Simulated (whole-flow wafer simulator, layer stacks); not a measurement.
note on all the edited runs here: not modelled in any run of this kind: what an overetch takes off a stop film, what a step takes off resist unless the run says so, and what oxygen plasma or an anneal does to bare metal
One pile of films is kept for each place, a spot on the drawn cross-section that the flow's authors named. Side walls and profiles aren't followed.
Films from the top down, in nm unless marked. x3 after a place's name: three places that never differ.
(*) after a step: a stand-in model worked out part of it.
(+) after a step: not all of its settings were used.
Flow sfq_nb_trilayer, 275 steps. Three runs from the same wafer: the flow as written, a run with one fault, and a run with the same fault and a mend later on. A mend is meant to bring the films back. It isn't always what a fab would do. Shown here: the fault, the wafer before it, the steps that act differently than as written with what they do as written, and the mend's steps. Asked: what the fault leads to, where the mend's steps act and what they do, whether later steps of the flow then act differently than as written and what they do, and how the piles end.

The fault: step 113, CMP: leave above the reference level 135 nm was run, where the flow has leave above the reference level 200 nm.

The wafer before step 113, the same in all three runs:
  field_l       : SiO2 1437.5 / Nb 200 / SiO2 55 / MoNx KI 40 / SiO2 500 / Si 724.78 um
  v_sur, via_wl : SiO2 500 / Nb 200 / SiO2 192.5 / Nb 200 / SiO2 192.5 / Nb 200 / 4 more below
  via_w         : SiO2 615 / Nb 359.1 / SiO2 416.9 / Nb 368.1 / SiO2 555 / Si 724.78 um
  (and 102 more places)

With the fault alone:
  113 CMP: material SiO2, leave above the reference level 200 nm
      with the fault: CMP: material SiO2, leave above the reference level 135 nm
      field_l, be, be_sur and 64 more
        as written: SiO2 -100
        with the fault: SiO2 -165
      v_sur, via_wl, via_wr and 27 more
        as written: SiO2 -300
        with the fault: SiO2 -365
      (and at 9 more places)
  Later steps of the flow that act differently than as written (6 more steps differ only slightly, by at most 2% or 0.5 nm, whichever is larger, and aren't shown):
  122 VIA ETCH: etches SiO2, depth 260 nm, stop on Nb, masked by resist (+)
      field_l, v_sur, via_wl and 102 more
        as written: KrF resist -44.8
        with the fault: KrF resist -34.9
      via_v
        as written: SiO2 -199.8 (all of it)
        with the fault: SiO2 -134.8 (all of it)
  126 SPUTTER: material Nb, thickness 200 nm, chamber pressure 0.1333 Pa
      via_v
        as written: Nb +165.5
        with the fault: Nb +179.9
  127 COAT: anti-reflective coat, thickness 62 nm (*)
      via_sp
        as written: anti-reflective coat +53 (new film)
        with the fault: anti-reflective coat +54.3 (new film)
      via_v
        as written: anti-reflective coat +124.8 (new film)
        with the fault: anti-reflective coat +109.7 (new film)
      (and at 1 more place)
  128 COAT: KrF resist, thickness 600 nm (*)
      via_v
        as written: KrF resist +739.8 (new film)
        with the fault: KrF resist +686.2 (new film)
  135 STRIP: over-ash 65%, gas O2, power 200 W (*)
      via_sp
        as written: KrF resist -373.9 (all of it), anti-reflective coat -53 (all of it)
        with the fault: KrF resist -378.3 (all of it), anti-reflective coat -54.3 (all of it)
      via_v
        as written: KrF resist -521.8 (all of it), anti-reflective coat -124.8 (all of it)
        with the fault: KrF resist -468.3 (all of it), anti-reflective coat -109.7 (all of it)
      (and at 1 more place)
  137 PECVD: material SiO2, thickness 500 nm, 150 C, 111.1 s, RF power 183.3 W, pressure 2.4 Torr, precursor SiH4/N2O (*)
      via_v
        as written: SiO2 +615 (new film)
        with the fault: SiO2 +511.2 (new film)
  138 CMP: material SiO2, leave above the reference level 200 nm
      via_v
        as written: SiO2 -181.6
        with the fault: SiO2 -157.1
  At the end the piles differ from the flow's by more than 2% or 0.5 nm, whichever is larger, at field_l, v_sur, via_wl and 102 more.
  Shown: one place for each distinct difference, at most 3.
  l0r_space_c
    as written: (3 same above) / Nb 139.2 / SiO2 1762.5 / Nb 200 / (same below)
    with the fault: (3 same above) / Nb 139.2 / SiO2 1697.5 / Nb 200 / (same below)
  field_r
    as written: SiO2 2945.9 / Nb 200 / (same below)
    with the fault: SiO2 2880.9 / Nb 200 / (same below)
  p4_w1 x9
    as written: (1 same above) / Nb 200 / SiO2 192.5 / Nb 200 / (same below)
    with the fault: (1 same above) / Nb 200 / SiO2 127.5 / Nb 200 / (same below)

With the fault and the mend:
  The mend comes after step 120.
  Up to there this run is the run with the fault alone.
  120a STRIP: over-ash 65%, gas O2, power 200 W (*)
      field_l, v_sur, via_wl and 102 more
        KrF resist -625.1 (all of it), anti-reflective coat -62 (all of it)
      via_v
        anti-reflective coat -62 (all of it)
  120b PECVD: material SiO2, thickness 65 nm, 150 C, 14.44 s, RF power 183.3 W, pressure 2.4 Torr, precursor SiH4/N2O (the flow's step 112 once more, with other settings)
      field_l, v_sur, via_wl and 103 more
        SiO2 +65
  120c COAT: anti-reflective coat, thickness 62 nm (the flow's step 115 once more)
      field_l, v_sur, via_wl and 103 more
        anti-reflective coat +62 (new film)
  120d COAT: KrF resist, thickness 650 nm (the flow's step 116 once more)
      field_l, v_sur, via_wl and 103 more
        KrF resist +650 (new film)
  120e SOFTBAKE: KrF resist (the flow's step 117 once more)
      changes no film at any place that is followed
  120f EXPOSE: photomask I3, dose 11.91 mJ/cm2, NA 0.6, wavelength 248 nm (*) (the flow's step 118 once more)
      changes no film at any place that is followed
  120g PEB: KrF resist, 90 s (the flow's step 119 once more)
      field_l, v_sur, via_wl and 103 more
        KrF resist -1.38
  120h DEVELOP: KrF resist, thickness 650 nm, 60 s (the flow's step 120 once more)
      field_l, v_sur, via_wl and 102 more
        KrF resist -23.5
      via_v
        KrF resist -648.6 (all of it)
  No later step of the flow acts differently than as written, at any place that is followed, by more than 2% or 0.5 nm, whichever is larger.
  At the end the piles are the same as the flow's at every place that both follow.
